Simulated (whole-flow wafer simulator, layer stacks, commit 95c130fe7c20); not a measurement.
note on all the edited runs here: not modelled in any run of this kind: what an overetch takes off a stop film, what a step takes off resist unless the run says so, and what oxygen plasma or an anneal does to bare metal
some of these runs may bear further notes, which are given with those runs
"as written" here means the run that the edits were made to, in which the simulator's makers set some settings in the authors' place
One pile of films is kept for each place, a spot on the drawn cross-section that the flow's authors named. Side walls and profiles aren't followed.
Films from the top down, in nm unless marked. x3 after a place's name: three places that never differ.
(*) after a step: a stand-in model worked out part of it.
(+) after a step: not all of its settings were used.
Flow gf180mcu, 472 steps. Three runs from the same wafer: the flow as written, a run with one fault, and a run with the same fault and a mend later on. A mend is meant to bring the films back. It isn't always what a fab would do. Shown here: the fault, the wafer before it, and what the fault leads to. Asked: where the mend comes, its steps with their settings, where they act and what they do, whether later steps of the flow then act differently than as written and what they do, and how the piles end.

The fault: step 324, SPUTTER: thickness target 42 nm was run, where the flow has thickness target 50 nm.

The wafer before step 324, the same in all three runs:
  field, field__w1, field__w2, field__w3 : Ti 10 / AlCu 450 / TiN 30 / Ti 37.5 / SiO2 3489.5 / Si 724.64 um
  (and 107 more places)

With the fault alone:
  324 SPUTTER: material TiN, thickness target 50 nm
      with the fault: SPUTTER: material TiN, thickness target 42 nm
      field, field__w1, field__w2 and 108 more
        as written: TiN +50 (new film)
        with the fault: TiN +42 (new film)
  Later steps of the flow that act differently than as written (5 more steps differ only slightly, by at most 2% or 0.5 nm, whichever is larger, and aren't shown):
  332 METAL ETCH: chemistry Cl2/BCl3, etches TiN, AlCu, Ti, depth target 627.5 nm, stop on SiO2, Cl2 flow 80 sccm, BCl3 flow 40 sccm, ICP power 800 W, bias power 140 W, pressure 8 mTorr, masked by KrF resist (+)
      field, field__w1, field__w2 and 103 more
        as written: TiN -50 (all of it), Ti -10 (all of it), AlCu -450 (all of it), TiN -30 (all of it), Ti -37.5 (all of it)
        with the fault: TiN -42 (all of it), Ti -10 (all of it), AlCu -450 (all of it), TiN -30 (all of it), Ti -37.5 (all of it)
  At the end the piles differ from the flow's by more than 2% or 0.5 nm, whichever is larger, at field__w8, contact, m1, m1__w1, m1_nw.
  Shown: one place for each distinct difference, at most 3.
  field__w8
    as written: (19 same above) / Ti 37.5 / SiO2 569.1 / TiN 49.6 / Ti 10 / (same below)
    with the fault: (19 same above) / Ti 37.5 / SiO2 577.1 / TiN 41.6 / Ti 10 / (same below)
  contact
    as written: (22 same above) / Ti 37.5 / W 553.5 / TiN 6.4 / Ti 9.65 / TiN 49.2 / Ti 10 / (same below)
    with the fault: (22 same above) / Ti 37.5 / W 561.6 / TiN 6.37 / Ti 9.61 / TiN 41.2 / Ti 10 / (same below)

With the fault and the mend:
  The mend comes after step 331.
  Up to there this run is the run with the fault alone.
  331a STRIP: chemistry O2/N2, power 2160 W, pressure 1700 mTorr (*)
      field__w8, contact, m1, m1__w1, m1_nw
        KrF resist -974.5 (all of it)
  331b SPUTTER: material TiN, thickness target 8 nm (the flow's step 324 once more, with other settings)
      field, field__w1, field__w2 and 108 more
        TiN +8
  331c HMDS: 120 C, 60 s (the flow's step 326 once more)
      changes no film at any place that is followed
  331d COAT: KrF resist, thickness 1000 nm (the flow's step 327 once more)
      field, field__w1, field__w2 and 108 more
        KrF resist +1000 (new film)
  331e SOFTBAKE: KrF resist (the flow's step 328 once more)
      changes no film at any place that is followed
  331f EXPOSE: photomask Metal3 (the flow's step 329 once more)
      changes no film at any place that is followed
  331g PEB: KrF resist, 135 C, 90 s (the flow's step 330 once more)
      field, field__w1, field__w2 and 108 more
        KrF resist -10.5
  331h DEVELOP: thickness 1000 nm, 60 s (the flow's step 331 once more)
      field, field__w1, field__w2 and 103 more
        KrF resist -989.5 (all of it)
      field__w8, contact, m1, m1__w1, m1_nw
        KrF resist -14.9
  No later step of the flow acts differently than as written at any place that is followed.
  At the end the piles are the same as the flow's at every place that both follow.
